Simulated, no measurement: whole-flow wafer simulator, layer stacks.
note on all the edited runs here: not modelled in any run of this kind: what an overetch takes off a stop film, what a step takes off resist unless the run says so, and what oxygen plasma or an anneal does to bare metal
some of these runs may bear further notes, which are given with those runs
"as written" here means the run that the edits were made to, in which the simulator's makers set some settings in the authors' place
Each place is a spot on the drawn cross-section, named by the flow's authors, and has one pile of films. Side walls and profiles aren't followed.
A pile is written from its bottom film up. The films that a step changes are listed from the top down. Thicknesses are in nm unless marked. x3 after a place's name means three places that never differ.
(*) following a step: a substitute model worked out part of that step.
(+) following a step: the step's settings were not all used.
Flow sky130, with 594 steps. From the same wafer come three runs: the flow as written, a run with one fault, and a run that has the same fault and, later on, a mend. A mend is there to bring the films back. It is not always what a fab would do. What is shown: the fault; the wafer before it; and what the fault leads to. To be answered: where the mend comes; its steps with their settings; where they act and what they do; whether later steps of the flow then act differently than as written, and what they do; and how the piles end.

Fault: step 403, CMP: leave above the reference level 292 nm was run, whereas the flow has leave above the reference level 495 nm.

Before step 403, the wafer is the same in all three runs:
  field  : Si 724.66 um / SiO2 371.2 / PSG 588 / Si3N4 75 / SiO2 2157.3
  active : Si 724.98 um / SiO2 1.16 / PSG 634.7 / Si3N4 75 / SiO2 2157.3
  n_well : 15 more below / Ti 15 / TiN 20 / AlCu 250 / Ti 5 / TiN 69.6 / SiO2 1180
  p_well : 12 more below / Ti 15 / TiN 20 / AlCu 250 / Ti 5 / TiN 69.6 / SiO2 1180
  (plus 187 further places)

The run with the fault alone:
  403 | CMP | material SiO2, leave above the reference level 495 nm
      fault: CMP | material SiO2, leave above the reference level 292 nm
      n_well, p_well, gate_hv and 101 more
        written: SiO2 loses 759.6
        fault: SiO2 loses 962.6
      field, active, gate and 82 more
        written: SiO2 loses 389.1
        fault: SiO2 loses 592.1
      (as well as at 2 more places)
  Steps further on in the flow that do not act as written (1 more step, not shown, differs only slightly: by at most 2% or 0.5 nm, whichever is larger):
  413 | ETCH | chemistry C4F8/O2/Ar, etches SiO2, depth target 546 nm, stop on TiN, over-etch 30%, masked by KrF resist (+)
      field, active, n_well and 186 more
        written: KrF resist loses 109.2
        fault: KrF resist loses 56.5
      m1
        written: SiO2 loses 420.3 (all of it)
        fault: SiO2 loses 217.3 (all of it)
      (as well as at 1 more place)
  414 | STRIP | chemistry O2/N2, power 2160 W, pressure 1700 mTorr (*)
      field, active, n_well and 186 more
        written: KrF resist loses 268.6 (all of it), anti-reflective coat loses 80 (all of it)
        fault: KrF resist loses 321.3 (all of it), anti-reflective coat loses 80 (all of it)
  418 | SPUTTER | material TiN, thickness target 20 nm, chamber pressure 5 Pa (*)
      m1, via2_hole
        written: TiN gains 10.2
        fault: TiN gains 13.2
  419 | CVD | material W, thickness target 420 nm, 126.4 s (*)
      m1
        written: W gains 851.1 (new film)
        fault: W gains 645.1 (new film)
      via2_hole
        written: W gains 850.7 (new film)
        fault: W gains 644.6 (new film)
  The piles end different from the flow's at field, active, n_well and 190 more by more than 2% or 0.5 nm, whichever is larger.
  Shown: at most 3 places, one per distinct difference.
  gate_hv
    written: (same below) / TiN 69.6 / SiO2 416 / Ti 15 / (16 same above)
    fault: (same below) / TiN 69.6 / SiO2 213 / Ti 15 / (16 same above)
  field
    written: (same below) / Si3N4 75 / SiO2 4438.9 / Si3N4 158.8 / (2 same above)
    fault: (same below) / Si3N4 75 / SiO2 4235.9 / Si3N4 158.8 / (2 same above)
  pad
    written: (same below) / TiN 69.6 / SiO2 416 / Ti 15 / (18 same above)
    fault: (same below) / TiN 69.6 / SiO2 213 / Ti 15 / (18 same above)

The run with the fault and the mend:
  After step 403 comes the mend.
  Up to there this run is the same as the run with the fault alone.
  403a | HDPCVD | thickness target 203 nm (*) (the flow's step 402 again, with other settings)
      field, active, n_well and 188 more
        SiO2 gains 203
  Later steps of the flow that are run all act as written at every place that is followed, up to a difference of at most 2% or 0.5 nm, whichever is larger.
  By the end, the piles equal the flow's at every place that both follow.
